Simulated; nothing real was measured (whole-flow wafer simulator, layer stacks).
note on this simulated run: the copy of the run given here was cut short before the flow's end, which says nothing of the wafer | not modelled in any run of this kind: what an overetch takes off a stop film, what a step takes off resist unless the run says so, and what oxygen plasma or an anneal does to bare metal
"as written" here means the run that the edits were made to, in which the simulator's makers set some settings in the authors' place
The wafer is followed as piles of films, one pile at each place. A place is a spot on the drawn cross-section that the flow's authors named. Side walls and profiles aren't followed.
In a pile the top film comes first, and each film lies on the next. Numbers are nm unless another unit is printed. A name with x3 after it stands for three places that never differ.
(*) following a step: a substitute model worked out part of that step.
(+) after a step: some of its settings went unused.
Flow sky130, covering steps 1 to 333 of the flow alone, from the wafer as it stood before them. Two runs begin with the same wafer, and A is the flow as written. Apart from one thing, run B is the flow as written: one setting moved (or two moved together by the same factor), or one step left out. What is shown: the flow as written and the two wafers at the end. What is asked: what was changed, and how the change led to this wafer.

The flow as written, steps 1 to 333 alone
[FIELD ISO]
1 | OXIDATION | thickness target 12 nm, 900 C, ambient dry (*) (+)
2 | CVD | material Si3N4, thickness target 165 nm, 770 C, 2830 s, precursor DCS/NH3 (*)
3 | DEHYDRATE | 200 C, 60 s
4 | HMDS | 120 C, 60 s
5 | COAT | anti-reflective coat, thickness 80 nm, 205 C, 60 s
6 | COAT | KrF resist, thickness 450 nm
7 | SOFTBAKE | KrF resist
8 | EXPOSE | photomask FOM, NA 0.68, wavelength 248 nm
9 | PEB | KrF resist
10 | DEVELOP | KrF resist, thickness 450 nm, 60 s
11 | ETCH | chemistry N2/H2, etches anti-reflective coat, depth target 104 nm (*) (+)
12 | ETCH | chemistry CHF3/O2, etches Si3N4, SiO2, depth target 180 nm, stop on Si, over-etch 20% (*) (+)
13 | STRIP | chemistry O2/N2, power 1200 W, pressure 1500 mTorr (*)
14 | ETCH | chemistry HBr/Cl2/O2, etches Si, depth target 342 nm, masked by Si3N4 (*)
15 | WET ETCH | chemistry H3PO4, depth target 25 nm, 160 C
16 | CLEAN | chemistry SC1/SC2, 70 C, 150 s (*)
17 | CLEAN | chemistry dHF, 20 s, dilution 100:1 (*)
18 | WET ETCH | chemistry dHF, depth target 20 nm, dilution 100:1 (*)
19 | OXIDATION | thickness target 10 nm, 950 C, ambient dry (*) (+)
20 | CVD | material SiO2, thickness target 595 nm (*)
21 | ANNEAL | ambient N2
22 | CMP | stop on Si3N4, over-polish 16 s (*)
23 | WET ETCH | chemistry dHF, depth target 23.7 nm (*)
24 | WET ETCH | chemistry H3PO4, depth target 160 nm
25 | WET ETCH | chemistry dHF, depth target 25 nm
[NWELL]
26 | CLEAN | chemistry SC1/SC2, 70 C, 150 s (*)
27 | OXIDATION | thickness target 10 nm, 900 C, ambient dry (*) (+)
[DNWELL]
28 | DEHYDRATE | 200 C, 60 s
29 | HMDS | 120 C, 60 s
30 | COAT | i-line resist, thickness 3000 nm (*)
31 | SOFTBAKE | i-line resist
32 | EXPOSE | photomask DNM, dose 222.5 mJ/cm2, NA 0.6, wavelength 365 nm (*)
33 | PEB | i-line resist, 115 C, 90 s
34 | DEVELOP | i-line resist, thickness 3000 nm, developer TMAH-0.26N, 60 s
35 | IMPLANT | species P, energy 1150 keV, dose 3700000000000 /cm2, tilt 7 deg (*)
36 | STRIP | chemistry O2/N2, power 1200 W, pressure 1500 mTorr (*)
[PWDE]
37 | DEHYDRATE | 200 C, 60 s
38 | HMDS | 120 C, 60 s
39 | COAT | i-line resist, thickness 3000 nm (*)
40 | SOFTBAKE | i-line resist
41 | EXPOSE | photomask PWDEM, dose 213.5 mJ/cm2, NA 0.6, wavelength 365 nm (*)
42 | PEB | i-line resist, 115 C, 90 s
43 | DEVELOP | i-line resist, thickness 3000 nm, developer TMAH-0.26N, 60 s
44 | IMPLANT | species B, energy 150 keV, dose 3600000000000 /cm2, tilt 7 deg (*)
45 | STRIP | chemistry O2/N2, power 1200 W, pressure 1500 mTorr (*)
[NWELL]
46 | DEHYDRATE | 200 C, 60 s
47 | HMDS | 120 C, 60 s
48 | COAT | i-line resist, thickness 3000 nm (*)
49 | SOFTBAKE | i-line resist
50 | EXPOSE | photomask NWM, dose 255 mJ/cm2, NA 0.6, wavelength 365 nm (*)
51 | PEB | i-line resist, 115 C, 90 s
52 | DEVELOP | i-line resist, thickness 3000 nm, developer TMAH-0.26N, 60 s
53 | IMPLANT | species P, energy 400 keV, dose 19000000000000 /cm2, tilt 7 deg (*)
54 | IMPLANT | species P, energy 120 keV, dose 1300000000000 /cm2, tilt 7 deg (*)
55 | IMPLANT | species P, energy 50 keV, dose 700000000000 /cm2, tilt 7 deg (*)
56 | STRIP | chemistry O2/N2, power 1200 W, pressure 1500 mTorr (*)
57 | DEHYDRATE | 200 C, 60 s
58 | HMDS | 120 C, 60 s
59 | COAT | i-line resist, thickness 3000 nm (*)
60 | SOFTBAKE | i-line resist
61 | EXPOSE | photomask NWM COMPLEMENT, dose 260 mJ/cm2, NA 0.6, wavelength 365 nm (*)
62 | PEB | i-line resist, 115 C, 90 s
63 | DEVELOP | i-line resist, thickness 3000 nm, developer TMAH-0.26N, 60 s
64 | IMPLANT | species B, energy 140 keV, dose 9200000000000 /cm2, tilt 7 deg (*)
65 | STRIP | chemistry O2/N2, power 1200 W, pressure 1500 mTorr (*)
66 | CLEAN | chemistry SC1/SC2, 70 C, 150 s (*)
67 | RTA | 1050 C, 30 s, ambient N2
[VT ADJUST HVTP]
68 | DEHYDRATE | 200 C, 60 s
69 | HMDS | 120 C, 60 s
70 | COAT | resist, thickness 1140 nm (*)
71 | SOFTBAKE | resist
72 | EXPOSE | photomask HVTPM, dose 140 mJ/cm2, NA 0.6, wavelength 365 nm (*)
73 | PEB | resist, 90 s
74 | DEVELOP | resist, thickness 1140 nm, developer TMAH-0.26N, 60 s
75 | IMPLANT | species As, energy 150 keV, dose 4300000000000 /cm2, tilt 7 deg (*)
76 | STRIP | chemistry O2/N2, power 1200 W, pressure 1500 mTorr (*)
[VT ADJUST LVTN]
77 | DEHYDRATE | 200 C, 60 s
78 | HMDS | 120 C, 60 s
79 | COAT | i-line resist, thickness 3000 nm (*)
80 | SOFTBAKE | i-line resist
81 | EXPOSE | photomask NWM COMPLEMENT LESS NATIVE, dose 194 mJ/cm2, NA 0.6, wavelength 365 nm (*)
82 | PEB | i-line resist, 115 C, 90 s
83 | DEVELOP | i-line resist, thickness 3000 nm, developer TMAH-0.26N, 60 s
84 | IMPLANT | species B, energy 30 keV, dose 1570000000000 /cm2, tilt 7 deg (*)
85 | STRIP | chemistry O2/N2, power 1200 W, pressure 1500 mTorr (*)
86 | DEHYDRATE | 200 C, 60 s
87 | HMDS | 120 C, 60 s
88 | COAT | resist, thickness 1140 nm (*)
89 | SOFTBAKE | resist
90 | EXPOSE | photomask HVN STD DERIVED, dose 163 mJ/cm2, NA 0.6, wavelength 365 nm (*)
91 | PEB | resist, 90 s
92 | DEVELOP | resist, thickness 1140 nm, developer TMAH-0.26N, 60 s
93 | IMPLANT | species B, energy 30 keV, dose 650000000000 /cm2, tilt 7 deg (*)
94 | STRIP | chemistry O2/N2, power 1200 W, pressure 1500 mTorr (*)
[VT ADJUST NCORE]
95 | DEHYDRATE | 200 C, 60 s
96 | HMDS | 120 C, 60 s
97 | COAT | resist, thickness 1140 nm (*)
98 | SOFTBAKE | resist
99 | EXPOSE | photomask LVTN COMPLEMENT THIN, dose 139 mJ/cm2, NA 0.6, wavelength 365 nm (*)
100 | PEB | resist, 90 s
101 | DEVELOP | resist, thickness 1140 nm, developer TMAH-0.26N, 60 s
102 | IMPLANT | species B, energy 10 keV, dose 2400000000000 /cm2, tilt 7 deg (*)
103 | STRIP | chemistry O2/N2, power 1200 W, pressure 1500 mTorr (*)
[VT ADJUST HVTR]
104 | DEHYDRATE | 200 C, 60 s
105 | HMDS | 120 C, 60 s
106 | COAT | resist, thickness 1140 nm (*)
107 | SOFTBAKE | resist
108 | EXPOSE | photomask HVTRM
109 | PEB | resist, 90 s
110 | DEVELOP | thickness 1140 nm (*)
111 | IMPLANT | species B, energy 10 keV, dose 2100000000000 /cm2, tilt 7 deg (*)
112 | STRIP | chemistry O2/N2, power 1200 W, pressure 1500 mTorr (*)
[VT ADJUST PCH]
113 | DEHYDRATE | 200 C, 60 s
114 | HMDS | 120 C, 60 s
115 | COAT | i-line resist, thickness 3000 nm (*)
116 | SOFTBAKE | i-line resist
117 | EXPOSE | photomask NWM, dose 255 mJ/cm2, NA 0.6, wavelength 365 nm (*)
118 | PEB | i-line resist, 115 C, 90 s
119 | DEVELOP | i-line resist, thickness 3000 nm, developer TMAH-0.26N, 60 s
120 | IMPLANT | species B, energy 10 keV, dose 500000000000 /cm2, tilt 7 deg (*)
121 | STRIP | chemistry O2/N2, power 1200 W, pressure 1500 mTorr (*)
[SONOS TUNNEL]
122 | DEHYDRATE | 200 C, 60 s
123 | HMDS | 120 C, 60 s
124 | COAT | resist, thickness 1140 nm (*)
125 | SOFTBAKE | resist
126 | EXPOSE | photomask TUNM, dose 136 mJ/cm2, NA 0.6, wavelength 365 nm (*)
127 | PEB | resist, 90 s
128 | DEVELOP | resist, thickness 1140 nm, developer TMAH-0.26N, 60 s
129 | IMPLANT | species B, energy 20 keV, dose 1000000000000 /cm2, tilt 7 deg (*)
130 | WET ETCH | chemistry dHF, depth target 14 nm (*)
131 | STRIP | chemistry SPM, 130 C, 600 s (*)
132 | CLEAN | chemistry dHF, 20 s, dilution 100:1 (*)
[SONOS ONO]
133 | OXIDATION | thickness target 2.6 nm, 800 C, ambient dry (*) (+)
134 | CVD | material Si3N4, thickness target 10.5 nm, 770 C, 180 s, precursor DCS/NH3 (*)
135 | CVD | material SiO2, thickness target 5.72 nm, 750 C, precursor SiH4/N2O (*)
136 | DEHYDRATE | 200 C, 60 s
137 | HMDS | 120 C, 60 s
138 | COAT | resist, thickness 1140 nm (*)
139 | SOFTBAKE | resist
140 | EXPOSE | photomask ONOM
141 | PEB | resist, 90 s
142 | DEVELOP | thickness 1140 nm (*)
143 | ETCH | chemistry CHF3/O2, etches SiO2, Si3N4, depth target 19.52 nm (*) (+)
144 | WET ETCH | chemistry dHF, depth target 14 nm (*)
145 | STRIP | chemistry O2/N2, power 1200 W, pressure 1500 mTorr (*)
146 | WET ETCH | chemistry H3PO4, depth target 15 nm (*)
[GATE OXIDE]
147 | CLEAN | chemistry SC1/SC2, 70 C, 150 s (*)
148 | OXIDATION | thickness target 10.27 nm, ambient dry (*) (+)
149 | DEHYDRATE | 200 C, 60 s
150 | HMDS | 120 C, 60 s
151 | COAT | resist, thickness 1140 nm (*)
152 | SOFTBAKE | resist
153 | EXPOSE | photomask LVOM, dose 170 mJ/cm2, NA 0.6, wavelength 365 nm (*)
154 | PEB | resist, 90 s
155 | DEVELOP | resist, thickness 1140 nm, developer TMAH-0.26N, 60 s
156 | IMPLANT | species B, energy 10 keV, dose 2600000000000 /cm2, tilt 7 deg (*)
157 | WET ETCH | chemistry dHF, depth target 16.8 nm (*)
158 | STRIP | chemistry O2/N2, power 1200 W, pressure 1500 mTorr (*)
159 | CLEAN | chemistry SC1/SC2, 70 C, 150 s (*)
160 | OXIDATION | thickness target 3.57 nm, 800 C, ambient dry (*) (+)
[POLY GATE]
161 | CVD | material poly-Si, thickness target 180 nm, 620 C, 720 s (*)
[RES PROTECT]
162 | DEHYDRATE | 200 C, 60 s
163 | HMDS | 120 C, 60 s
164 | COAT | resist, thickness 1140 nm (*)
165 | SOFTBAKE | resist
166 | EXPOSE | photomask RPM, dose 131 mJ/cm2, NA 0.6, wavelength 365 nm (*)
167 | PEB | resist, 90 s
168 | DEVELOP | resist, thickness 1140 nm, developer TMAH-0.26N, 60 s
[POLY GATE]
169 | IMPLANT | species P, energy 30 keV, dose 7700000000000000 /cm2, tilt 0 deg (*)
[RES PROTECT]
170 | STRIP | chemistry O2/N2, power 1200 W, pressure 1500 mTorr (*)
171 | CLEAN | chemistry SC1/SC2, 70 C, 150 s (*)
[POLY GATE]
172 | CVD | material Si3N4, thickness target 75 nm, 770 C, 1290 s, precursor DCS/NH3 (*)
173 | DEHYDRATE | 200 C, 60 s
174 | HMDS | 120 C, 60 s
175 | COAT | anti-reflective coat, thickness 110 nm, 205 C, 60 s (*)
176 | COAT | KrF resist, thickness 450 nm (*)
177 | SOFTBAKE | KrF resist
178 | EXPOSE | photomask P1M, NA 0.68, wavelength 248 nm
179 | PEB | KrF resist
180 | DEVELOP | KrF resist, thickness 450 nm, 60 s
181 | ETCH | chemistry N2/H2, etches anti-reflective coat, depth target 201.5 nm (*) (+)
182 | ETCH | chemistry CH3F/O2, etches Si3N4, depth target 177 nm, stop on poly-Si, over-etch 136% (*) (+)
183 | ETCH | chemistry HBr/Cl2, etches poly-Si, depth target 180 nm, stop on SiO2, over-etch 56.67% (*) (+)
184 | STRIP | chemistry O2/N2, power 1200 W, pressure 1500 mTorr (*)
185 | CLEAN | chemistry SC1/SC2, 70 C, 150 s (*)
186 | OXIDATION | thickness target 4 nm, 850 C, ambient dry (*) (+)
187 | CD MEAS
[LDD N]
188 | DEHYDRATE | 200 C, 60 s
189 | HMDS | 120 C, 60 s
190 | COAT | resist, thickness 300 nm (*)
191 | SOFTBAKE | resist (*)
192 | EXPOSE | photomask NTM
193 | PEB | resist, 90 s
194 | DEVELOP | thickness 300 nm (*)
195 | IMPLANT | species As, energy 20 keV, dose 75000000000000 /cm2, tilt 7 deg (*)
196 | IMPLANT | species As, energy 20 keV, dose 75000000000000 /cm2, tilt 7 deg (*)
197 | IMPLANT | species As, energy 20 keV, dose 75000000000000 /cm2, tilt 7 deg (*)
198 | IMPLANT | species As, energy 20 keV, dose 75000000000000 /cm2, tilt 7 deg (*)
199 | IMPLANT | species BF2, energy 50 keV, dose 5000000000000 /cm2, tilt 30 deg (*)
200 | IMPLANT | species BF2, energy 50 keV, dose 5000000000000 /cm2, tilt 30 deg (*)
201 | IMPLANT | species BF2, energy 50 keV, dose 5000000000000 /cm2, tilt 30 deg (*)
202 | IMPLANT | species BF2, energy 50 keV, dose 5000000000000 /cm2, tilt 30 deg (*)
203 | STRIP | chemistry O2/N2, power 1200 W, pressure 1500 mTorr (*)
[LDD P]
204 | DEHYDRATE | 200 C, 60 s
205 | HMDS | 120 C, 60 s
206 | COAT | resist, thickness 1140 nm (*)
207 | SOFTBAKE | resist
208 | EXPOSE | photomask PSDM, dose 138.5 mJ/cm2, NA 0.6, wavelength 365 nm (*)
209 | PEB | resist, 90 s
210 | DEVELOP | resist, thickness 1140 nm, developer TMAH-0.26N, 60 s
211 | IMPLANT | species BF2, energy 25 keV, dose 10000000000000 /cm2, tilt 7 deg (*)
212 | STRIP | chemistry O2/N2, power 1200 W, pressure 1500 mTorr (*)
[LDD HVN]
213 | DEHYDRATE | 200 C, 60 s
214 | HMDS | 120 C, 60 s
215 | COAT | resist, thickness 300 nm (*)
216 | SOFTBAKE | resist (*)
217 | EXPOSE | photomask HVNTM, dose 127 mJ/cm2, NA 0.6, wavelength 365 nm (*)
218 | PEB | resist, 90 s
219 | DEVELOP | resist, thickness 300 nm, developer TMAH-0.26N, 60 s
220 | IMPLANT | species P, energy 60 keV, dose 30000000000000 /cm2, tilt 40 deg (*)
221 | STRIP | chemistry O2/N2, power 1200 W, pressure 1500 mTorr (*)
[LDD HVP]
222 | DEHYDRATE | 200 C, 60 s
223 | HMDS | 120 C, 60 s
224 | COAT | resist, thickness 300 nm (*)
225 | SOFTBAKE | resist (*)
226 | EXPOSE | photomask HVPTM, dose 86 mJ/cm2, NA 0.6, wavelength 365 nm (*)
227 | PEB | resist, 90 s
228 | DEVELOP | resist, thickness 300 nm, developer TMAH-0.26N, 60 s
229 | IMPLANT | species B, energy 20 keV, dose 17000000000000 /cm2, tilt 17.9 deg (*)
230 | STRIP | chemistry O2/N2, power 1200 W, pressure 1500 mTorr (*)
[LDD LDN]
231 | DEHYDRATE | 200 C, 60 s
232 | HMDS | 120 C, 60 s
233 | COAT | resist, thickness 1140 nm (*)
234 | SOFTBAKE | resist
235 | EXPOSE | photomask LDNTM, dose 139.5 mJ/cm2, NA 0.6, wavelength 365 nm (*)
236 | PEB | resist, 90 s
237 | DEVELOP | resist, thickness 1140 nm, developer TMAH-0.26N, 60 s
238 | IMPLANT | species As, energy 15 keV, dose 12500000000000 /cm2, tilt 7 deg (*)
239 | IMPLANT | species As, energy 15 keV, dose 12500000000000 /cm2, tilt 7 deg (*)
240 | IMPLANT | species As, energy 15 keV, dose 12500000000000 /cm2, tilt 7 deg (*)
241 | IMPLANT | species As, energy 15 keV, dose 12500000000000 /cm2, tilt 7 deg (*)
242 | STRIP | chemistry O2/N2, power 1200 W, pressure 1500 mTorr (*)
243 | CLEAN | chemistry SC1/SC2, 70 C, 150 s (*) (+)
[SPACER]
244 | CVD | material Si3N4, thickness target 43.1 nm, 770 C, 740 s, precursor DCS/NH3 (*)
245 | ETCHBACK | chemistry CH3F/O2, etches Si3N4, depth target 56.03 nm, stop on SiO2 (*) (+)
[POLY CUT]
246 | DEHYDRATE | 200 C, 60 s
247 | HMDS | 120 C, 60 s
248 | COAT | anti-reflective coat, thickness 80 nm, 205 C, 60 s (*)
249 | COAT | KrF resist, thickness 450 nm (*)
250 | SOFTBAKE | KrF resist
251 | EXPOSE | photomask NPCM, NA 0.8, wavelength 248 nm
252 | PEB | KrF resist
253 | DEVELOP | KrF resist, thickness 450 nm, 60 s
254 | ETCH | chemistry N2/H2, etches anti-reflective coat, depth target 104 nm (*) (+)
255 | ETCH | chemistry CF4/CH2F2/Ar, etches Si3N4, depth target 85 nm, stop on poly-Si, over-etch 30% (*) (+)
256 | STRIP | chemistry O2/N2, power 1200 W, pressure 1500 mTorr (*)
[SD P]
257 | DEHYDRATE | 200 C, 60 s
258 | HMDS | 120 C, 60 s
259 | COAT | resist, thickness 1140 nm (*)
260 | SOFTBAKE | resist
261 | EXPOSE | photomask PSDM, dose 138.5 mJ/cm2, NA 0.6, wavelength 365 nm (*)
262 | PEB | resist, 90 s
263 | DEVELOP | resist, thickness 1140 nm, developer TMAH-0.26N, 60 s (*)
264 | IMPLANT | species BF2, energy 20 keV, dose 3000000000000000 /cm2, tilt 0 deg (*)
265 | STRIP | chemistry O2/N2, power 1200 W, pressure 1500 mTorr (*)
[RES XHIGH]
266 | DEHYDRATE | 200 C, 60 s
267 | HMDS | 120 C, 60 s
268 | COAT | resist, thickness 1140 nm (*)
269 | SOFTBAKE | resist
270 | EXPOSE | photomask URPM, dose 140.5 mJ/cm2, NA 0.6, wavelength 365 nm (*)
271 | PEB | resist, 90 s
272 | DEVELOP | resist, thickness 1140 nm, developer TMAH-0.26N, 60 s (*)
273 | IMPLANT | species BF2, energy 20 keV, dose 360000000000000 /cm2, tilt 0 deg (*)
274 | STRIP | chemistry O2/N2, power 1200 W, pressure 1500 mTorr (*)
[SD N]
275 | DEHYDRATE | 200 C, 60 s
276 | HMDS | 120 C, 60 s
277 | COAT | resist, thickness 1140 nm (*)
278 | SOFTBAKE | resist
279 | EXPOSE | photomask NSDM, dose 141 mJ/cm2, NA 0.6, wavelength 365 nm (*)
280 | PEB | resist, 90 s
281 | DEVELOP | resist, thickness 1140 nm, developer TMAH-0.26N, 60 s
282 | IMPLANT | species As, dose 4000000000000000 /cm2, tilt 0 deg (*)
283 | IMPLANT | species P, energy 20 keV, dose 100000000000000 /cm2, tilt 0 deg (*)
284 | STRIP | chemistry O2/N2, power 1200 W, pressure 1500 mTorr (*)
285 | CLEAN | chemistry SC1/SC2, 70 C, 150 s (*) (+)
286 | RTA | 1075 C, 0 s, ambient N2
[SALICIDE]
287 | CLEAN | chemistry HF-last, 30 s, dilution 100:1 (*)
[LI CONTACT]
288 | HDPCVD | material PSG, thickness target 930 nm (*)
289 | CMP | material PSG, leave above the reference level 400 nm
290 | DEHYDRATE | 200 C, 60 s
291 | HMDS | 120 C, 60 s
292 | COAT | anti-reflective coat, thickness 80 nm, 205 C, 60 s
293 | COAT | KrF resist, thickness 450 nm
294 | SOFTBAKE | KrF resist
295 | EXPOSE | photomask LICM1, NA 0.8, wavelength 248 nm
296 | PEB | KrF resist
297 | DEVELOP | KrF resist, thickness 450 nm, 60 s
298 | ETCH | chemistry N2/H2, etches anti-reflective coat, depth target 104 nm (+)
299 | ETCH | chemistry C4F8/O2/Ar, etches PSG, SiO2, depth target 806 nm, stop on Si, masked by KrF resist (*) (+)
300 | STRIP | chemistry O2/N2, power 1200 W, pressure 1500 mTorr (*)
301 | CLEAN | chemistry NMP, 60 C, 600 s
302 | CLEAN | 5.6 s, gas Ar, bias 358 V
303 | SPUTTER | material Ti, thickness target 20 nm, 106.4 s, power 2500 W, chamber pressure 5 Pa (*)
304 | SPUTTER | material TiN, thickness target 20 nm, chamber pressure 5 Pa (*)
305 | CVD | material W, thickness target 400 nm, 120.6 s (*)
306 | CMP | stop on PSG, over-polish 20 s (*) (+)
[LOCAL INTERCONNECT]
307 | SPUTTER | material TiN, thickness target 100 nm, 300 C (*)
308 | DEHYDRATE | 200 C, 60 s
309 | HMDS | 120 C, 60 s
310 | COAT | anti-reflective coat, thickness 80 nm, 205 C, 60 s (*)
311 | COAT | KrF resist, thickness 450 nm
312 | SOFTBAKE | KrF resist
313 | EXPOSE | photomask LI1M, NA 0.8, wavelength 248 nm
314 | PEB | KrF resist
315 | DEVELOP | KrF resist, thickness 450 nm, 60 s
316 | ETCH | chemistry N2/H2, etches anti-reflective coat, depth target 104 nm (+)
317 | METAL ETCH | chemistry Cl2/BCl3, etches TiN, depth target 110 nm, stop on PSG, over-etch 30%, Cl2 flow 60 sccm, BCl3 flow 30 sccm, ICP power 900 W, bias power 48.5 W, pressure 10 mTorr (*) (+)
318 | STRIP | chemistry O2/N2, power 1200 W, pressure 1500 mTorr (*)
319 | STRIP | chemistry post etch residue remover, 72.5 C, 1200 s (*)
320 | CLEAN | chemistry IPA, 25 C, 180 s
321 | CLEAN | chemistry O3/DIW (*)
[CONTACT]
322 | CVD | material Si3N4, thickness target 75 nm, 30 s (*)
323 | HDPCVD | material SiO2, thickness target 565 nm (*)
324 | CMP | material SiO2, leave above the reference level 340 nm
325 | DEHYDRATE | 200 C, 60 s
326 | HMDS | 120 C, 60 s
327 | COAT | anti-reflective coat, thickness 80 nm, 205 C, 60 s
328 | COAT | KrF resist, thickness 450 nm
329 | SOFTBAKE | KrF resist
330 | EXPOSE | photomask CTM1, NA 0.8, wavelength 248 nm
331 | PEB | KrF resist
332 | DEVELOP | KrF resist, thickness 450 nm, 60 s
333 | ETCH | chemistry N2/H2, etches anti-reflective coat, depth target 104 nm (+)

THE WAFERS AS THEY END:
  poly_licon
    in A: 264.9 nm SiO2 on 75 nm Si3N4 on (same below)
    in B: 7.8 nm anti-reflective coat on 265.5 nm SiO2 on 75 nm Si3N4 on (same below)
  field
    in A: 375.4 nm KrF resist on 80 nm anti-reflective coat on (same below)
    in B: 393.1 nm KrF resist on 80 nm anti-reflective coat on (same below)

What caused this: step 333, ETCH: depth target 72.2 nm was run, though the flow has depth target 104 nm.

How this came from the change, step by step:
  333 | ETCH | chemistry N2/H2, etches anti-reflective coat, depth target 104 nm (+)
      poly_licon, ndiff_licon, ndiff_licon_cpp, rpo_hd_licon: A -80 anti-reflective coat (all of it), -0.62 SiO2 | B -72.2 anti-reflective coat
      field, active, n_well and 184 more: A -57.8 KrF resist | B -40.1 KrF resist
